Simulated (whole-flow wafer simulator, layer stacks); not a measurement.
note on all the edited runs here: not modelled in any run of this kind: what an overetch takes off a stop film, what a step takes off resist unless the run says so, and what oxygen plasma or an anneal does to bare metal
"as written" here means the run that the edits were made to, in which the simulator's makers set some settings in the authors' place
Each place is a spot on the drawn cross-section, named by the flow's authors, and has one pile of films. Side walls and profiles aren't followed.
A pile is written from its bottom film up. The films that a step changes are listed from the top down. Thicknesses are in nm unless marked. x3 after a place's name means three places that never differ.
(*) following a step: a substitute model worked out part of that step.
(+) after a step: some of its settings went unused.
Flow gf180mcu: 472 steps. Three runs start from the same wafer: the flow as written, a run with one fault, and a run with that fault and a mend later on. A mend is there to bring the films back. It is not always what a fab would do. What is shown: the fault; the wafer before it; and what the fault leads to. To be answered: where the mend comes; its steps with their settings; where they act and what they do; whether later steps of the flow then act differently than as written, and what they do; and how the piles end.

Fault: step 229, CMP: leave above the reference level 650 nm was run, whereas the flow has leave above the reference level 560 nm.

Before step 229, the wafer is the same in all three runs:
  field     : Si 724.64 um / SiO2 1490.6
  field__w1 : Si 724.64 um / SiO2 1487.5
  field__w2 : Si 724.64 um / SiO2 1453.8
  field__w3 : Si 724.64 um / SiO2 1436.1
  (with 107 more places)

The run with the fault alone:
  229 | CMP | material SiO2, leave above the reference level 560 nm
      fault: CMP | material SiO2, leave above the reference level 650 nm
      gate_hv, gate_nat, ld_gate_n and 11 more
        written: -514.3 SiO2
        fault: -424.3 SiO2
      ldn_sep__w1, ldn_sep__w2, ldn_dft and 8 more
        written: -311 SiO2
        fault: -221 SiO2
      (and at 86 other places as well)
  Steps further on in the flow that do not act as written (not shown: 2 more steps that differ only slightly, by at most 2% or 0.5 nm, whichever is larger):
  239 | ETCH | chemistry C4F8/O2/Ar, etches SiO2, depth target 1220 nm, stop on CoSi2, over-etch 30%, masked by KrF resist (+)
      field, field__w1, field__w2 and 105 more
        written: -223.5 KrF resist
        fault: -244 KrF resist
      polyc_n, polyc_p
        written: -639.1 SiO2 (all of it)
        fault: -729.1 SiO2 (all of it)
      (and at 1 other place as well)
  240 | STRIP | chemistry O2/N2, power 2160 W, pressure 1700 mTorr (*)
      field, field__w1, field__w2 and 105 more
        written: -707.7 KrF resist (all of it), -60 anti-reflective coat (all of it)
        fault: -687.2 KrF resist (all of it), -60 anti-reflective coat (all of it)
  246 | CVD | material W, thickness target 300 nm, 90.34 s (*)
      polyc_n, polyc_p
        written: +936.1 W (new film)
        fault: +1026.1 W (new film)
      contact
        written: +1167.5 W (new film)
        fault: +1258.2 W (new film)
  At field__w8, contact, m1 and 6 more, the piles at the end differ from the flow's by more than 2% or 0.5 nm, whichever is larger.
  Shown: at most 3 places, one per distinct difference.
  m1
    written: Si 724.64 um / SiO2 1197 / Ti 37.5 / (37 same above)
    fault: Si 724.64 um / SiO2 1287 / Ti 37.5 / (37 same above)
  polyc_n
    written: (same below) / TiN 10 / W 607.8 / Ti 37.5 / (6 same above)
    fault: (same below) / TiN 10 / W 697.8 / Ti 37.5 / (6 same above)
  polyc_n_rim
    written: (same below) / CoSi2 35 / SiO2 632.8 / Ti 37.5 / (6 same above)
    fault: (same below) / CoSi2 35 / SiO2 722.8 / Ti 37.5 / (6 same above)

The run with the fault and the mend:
  After step 229 comes the mend.
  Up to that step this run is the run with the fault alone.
  229a | CMP | material SiO2, leave above the reference level 560 nm (the flow's step 229, run once more)
      field, field__w1, field__w2 and 108 more
        -90 SiO2
  Every later step of the flow that is run acts as written at every place that is followed.
  At every place that both follow, the piles at the end match the flow's.
